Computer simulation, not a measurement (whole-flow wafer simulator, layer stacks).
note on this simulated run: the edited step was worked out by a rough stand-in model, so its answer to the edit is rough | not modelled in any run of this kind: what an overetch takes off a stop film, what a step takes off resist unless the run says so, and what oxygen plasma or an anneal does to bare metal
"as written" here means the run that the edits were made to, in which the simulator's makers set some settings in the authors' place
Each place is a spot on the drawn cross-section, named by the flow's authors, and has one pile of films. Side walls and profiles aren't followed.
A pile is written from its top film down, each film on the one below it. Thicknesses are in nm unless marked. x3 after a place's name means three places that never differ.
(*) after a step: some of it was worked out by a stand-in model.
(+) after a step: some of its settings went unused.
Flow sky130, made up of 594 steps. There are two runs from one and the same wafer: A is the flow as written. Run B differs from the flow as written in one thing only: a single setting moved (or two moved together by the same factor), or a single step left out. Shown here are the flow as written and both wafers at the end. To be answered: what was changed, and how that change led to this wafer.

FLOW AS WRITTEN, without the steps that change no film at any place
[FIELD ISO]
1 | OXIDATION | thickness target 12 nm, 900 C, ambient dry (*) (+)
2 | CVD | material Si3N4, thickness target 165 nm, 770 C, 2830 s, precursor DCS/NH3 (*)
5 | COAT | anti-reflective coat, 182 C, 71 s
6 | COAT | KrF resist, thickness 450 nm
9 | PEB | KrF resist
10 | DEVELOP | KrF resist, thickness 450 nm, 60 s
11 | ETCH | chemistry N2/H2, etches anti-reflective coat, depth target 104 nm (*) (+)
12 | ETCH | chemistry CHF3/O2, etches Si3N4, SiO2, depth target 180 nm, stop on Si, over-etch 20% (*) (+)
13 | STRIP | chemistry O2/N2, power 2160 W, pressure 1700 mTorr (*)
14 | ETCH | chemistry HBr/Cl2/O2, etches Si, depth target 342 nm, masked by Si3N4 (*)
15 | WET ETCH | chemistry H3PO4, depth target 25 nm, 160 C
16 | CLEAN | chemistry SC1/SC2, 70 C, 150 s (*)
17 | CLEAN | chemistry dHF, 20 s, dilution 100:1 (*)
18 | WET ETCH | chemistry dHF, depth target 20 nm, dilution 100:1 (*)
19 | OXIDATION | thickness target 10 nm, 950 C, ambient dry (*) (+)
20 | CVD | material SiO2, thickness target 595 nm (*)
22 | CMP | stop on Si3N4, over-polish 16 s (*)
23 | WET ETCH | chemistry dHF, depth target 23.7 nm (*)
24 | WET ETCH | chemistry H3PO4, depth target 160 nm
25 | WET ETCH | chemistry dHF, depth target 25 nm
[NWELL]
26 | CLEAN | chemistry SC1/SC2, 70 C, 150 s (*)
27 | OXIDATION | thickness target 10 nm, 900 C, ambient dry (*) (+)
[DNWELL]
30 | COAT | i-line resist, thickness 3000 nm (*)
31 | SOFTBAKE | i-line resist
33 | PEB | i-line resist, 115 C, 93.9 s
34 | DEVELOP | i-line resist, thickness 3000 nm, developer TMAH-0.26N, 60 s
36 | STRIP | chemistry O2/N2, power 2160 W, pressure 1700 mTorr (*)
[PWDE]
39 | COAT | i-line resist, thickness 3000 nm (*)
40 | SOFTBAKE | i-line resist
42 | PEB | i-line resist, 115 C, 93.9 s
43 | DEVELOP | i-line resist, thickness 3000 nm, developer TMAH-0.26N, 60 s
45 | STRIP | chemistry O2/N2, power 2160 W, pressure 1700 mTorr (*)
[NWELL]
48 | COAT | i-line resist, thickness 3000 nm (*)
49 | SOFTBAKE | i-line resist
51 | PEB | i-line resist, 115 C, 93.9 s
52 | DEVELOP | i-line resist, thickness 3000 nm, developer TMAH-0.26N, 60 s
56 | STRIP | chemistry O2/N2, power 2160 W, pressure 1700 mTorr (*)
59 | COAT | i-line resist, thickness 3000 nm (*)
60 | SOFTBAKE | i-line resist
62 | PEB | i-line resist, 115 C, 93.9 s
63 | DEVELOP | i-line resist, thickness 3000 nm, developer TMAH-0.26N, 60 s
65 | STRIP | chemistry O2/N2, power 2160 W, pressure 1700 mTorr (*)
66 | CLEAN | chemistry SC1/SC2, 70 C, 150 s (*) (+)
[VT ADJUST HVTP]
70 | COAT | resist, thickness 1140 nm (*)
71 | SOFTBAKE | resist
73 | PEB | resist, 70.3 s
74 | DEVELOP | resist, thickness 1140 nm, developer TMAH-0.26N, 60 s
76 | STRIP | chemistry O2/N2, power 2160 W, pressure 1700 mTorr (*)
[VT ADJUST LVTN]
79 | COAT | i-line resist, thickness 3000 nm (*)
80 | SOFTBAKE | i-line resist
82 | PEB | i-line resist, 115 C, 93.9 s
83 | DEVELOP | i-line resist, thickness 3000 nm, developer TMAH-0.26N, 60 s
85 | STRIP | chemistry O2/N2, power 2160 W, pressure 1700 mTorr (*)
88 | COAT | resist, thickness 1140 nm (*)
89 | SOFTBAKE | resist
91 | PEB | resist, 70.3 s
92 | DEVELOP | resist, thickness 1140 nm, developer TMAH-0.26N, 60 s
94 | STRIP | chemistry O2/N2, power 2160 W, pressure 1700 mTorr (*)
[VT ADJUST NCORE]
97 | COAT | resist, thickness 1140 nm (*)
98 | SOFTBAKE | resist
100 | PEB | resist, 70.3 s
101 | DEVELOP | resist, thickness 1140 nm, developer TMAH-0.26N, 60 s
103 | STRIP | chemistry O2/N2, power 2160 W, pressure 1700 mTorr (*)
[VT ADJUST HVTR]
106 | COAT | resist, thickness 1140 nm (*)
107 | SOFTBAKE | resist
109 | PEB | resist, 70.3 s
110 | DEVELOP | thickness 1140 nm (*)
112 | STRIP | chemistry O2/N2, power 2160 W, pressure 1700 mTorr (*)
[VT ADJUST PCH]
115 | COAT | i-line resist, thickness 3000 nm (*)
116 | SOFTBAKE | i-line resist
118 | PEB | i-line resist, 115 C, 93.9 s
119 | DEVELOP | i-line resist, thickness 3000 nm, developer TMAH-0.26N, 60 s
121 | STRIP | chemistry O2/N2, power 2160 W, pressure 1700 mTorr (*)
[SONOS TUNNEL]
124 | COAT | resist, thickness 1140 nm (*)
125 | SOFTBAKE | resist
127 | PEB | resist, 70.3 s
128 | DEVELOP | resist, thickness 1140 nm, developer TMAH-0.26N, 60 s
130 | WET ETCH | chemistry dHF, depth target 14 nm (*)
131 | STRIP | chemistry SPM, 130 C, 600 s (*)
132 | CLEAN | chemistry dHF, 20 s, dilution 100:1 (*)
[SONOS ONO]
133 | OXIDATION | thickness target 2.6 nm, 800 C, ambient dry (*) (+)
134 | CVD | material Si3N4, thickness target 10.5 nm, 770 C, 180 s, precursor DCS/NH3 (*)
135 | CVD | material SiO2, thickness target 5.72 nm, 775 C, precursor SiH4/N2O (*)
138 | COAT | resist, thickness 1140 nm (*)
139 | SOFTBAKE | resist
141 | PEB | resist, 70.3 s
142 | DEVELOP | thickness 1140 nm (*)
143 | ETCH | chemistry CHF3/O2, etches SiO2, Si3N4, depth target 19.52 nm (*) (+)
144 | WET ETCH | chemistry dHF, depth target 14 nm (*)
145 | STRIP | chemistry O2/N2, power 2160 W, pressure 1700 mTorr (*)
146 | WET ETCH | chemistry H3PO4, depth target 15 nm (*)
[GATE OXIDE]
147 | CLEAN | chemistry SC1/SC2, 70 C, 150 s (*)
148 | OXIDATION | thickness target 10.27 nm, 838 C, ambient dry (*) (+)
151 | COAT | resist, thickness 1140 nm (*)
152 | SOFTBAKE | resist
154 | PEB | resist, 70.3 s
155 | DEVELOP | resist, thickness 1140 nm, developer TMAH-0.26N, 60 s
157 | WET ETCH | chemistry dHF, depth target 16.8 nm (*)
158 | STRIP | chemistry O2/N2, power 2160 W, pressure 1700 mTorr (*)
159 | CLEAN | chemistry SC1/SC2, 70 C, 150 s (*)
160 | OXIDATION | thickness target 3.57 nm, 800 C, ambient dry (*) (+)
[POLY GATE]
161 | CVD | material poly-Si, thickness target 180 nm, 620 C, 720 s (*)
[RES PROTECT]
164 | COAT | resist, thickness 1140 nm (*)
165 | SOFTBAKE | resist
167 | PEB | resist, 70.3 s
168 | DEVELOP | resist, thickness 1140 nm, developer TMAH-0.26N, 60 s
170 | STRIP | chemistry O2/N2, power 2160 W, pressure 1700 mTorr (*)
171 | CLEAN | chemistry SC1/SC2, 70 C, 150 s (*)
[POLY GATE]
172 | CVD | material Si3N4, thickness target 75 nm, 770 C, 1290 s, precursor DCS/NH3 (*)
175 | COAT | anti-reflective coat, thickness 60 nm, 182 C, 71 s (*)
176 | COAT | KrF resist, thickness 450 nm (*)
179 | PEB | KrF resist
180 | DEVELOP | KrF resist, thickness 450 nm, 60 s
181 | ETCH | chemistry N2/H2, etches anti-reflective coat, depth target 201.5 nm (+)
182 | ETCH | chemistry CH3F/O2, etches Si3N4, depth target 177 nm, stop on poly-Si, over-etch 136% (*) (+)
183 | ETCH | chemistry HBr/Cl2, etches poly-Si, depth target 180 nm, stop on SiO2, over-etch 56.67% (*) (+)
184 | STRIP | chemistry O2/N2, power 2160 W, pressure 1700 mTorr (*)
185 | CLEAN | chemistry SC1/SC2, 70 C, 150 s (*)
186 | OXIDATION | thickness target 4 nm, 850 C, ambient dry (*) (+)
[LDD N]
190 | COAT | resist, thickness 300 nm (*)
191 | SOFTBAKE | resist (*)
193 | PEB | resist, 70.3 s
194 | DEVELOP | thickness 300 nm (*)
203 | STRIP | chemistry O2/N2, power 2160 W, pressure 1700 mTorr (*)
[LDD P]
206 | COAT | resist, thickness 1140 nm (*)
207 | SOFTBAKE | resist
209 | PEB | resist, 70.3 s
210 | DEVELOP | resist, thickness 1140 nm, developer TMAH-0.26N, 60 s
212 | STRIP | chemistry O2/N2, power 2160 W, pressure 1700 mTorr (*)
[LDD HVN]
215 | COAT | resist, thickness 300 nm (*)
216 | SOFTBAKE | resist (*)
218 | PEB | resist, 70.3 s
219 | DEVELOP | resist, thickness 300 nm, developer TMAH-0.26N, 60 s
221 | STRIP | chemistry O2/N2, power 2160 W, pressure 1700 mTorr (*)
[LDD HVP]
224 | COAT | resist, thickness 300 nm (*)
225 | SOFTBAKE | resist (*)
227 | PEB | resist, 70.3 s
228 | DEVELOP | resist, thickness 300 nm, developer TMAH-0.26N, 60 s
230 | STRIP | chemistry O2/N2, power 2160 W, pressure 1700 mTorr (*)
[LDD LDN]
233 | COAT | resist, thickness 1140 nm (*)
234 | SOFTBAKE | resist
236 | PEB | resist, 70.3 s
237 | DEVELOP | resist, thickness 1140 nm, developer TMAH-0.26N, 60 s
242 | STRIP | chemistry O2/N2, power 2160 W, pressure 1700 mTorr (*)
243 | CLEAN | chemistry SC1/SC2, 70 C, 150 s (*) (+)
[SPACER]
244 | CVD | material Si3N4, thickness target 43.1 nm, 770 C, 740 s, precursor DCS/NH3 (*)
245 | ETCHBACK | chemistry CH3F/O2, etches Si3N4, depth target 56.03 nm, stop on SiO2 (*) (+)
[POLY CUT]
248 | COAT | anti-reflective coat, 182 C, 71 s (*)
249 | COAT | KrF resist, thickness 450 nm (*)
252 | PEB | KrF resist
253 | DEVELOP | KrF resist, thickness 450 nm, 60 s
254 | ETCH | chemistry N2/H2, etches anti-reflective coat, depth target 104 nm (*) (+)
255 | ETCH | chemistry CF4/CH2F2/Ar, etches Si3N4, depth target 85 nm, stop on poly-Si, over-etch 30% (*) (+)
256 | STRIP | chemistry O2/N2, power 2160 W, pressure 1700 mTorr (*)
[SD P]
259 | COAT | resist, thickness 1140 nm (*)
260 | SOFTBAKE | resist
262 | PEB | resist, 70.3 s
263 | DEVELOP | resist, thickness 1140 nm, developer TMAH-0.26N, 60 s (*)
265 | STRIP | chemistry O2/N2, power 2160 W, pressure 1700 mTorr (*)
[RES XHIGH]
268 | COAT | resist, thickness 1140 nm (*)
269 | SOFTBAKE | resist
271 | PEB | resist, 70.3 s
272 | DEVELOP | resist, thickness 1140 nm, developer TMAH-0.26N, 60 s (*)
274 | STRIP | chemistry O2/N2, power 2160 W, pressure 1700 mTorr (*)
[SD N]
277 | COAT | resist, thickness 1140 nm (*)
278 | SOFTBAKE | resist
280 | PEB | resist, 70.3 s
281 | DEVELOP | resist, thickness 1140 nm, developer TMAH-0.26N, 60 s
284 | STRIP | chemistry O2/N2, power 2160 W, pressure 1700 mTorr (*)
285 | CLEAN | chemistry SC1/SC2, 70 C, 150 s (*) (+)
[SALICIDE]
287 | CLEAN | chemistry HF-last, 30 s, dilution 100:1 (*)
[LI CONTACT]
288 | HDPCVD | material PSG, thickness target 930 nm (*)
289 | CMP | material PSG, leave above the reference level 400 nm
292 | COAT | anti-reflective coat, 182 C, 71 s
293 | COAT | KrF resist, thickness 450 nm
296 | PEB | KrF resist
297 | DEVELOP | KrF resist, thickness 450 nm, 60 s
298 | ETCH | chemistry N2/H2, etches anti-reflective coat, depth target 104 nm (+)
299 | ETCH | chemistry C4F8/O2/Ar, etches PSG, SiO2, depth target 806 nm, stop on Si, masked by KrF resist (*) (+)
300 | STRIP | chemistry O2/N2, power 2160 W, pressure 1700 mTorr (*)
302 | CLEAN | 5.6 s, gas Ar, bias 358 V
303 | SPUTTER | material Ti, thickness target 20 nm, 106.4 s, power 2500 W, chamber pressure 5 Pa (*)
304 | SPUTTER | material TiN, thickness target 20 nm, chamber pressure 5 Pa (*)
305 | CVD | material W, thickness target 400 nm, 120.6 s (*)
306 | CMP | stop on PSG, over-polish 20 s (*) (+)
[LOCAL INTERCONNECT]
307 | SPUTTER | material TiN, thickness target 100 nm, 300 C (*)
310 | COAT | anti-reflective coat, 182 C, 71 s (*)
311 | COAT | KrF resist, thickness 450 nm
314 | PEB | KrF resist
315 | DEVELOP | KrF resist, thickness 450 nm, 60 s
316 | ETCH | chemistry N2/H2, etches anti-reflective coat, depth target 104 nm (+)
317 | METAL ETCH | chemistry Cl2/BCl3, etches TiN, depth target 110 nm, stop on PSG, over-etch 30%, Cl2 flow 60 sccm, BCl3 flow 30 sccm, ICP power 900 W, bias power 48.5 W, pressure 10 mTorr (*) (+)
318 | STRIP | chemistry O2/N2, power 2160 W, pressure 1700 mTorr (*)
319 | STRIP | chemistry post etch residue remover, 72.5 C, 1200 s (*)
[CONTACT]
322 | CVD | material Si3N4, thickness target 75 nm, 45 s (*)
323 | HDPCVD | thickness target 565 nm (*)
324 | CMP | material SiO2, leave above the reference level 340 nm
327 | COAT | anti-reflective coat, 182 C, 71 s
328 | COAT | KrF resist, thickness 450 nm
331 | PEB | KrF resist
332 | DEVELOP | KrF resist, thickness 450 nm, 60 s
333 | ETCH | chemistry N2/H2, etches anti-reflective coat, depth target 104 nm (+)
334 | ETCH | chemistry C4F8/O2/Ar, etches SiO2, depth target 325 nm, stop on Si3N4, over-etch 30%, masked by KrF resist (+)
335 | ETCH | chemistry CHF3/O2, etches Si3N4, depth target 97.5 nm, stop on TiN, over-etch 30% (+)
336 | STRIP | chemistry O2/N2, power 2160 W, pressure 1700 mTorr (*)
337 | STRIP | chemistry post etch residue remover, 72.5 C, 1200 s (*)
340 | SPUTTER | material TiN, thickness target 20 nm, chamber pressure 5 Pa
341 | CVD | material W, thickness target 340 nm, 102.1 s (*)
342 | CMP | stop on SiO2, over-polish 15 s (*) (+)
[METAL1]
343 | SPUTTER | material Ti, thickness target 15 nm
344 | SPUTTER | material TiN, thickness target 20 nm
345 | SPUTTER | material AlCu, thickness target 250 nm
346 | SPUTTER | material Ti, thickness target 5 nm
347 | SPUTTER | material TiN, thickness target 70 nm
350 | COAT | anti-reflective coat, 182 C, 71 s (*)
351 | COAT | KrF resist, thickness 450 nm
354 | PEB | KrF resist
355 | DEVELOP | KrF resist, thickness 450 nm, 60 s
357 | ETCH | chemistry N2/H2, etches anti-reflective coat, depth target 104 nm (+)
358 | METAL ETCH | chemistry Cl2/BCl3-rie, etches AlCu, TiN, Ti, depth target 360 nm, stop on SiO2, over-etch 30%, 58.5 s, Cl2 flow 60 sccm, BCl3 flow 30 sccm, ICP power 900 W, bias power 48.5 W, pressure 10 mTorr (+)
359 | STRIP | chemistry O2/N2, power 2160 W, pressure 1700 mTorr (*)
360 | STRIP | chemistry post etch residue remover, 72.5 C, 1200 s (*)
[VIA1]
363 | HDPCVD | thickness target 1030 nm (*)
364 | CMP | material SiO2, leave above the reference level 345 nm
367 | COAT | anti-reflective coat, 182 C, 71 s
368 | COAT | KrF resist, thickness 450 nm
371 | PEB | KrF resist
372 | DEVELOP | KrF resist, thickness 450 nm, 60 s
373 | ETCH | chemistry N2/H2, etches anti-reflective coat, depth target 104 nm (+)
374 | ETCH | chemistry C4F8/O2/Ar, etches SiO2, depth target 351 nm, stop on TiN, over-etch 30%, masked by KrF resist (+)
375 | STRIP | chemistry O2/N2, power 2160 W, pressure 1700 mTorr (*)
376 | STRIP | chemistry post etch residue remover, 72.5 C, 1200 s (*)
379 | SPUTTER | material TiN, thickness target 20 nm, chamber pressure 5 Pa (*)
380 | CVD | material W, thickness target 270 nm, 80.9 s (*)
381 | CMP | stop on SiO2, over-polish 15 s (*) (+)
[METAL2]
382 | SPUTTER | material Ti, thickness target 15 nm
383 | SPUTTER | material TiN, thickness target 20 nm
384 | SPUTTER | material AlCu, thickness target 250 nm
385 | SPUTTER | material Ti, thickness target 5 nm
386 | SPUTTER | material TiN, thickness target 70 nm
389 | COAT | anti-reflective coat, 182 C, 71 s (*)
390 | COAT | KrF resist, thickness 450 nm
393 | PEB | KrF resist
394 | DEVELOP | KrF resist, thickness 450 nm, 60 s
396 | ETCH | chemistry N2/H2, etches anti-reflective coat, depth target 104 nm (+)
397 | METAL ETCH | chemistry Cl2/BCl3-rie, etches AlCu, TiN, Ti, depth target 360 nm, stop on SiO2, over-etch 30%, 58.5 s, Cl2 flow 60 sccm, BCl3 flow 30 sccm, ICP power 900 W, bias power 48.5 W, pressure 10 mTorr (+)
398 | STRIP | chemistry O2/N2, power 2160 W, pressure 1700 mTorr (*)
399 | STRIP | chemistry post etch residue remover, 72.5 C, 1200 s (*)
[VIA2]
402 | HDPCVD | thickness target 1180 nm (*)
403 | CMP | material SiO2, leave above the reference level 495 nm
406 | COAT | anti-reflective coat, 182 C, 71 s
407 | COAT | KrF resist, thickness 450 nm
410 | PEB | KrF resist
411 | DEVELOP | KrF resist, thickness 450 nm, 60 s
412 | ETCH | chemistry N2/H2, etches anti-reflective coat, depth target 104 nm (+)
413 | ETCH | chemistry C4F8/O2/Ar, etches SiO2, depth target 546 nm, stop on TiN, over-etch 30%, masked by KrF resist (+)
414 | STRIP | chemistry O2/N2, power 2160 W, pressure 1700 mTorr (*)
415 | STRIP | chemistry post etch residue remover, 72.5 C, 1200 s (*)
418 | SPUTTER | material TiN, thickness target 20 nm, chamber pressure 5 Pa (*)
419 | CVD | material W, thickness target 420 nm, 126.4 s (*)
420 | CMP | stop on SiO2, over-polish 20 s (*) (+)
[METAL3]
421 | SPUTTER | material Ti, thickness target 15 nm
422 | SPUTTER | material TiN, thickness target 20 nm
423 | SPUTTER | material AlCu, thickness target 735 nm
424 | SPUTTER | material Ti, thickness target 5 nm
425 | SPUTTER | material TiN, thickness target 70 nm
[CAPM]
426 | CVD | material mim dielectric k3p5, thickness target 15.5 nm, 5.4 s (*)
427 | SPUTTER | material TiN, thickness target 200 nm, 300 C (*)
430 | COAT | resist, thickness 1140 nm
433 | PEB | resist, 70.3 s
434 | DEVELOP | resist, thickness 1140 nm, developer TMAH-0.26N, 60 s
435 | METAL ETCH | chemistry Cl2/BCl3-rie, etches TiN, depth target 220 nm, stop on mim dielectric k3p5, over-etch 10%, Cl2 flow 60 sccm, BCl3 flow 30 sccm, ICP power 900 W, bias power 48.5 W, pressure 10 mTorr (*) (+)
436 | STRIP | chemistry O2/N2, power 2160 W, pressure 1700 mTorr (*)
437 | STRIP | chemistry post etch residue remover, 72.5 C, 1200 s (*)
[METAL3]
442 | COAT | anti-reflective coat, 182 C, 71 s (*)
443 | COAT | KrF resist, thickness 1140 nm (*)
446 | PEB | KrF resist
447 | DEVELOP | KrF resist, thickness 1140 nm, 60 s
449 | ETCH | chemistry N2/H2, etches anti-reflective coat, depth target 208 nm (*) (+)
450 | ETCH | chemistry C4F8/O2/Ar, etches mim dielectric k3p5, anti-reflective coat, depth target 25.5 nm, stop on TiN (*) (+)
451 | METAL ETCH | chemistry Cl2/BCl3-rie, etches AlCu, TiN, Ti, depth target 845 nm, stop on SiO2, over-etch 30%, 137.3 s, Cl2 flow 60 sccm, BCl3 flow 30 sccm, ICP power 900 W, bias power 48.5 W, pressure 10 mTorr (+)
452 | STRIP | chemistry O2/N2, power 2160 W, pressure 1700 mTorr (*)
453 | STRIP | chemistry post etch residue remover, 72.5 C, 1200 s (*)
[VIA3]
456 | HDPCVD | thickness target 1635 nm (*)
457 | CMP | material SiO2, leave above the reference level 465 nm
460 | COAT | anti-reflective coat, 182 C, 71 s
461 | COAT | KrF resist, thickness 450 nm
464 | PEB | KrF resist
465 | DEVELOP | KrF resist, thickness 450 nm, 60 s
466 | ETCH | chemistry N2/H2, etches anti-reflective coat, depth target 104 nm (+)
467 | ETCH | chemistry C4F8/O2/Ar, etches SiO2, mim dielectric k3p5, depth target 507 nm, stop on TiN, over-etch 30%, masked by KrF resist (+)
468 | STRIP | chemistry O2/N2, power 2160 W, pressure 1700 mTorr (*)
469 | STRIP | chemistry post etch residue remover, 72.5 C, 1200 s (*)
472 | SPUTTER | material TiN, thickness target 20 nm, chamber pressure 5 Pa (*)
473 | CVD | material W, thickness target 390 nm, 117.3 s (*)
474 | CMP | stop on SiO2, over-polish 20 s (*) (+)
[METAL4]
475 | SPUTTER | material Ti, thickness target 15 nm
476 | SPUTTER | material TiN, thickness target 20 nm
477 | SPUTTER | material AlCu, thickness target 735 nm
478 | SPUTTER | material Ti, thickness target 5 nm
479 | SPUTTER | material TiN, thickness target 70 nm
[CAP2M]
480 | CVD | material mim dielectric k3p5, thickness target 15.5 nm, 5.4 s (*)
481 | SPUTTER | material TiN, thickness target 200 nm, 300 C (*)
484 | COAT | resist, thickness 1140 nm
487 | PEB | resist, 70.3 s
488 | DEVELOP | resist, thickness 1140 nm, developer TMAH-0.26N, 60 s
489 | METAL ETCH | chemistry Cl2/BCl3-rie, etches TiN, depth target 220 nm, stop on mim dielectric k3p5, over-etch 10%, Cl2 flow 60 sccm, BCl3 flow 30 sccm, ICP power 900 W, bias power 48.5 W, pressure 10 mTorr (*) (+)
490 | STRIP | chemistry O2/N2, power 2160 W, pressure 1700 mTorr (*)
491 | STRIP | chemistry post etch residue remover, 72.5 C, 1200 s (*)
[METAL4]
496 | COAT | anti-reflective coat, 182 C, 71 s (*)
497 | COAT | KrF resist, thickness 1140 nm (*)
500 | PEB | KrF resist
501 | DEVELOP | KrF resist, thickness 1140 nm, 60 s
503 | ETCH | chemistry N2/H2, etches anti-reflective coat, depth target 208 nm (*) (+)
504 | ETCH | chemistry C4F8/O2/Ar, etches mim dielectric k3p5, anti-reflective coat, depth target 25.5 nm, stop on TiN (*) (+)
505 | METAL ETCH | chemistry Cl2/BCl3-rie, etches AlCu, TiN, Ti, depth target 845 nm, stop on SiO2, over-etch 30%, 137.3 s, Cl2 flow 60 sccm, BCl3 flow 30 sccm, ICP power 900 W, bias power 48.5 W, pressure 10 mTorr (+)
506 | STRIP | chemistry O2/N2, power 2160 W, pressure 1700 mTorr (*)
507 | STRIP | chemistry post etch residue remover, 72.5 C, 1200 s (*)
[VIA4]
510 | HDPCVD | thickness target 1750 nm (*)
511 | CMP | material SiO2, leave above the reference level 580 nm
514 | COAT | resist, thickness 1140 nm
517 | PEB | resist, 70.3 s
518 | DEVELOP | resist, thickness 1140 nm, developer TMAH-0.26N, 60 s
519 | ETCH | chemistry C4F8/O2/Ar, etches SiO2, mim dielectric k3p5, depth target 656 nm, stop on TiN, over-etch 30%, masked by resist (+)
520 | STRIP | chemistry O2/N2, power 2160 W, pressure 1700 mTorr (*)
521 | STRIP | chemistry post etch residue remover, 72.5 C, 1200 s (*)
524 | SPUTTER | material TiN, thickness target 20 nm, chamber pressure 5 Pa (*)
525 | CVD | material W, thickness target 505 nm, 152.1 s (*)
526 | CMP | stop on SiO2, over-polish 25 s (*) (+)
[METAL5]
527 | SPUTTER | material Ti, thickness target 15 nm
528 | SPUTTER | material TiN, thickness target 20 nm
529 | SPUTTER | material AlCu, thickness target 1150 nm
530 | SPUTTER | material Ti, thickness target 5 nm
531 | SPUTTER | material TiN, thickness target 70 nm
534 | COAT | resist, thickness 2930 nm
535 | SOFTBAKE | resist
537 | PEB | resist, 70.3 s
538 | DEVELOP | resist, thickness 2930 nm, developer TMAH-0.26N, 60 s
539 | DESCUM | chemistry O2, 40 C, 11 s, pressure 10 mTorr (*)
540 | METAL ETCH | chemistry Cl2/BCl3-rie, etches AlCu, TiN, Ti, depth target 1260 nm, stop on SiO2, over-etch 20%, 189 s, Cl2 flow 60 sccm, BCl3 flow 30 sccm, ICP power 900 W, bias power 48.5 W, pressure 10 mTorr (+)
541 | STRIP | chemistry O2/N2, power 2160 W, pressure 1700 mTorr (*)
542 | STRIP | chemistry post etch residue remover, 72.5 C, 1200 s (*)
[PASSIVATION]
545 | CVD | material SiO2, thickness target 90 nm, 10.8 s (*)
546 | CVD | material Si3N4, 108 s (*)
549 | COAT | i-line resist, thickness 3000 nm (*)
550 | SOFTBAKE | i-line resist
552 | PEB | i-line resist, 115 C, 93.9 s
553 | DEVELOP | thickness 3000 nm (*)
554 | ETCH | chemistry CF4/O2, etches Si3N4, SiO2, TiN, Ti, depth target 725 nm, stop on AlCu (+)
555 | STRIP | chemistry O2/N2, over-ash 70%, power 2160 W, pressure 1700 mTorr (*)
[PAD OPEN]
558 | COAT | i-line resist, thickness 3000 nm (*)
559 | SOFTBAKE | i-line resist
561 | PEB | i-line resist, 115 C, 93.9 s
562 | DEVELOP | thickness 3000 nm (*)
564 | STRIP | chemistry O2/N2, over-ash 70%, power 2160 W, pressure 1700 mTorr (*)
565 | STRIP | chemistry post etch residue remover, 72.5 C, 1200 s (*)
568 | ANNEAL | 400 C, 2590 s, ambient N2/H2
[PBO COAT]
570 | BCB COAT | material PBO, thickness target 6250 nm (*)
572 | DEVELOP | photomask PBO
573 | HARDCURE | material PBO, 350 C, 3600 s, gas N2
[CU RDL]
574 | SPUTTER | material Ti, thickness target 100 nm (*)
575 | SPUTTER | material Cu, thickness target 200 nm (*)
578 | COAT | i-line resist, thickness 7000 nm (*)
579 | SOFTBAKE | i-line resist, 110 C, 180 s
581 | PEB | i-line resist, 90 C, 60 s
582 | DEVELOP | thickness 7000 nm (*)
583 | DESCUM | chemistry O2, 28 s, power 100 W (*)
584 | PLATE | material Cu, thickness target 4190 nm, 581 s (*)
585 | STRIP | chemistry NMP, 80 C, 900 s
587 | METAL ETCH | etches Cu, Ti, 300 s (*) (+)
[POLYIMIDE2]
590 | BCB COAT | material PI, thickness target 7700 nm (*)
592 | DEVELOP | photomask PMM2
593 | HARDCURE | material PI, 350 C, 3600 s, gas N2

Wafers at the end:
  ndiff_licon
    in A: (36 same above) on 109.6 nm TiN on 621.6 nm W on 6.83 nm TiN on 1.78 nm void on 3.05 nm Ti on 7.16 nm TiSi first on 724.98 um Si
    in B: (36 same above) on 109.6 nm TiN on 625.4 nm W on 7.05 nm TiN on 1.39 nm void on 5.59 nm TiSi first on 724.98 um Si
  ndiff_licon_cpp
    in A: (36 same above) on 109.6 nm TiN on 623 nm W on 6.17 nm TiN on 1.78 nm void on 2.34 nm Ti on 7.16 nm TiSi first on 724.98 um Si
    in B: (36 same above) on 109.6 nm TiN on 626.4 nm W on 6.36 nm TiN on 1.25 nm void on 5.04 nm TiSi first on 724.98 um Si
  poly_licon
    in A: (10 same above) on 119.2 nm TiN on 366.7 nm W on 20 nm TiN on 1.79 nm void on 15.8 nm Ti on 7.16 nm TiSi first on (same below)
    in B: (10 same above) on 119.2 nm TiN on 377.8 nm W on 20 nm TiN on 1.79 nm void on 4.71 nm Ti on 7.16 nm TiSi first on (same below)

Cause: step 303, SPUTTER: 47.87 s was run, while the flow as written has 106.4 s.

How this came from the change, step by step:
  303 | SPUTTER | material Ti, thickness target 20 nm, 106.4 s, power 2500 W, chamber pressure 5 Pa (*)
      field, active, n_well and 185 more: A +20 Ti (new film) | B +8.9 Ti (new film)
      ndiff_licon: A +7.24 Ti (new film) | B +3.27 Ti (new film)
      (also at 2 further places)
  306 | CMP | stop on PSG, over-polish 20 s (*) (+)
      field, active, n_well and 184 more: A -400 W (all of it), -20 TiN (all of it), -20 Ti (all of it), -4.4 PSG | B -400 W (all of it), -20 TiN (all of it), -8.9 Ti (all of it), -4.4 PSG
      ndiff_licon, ndiff_licon_cpp, rpo_hd_licon: A -444.9 W | B -433.8 W
      (also at 1 further place)
  568 | ANNEAL | 400 C, 2590 s, ambient N2/H2
      ndiff_licon: A under 37 films: +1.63 void (new film), -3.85 Ti, +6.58 TiSi first (new film), -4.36 Si | B under 37 films: +1.39 void (new film), +5.59 TiSi first (new film), -3.27 Ti (all of it), -3.7 Si
      ndiff_licon_cpp: A under 37 films: +1.63 void (new film), -3.85 Ti, +6.58 TiSi first (new film), -4.36 Si | B under 37 films: +1.25 void (new film), +5.04 TiSi first (new film), -2.95 Ti (all of it), -3.34 Si
If metal films that touch count as one body, ndiff_licon has 5 bodies (between them, from the top down: SiO2 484 / mim dielectric k3p5 15.5; SiO2 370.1 / mim dielectric k3p5 15.5; SiO2 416; SiO2 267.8); the flow as written gives 6 bodies (between them, from the top down: SiO2 484 / mim dielectric k3p5 15.5; SiO2 370.1 / mim dielectric k3p5 15.5; SiO2 416; SiO2 267.8; void 1.78).
If metal films that touch count as one body, ndiff_licon_cpp has 5 bodies (between them, from the top down: SiO2 484 / mim dielectric k3p5 15.5; SiO2 370.1 / mim dielectric k3p5 15.5; SiO2 416; SiO2 267.8); the flow as written gives 6 bodies (between them, from the top down: SiO2 484 / mim dielectric k3p5 15.5; SiO2 370.1 / mim dielectric k3p5 15.5; SiO2 416; SiO2 267.8; void 1.78).
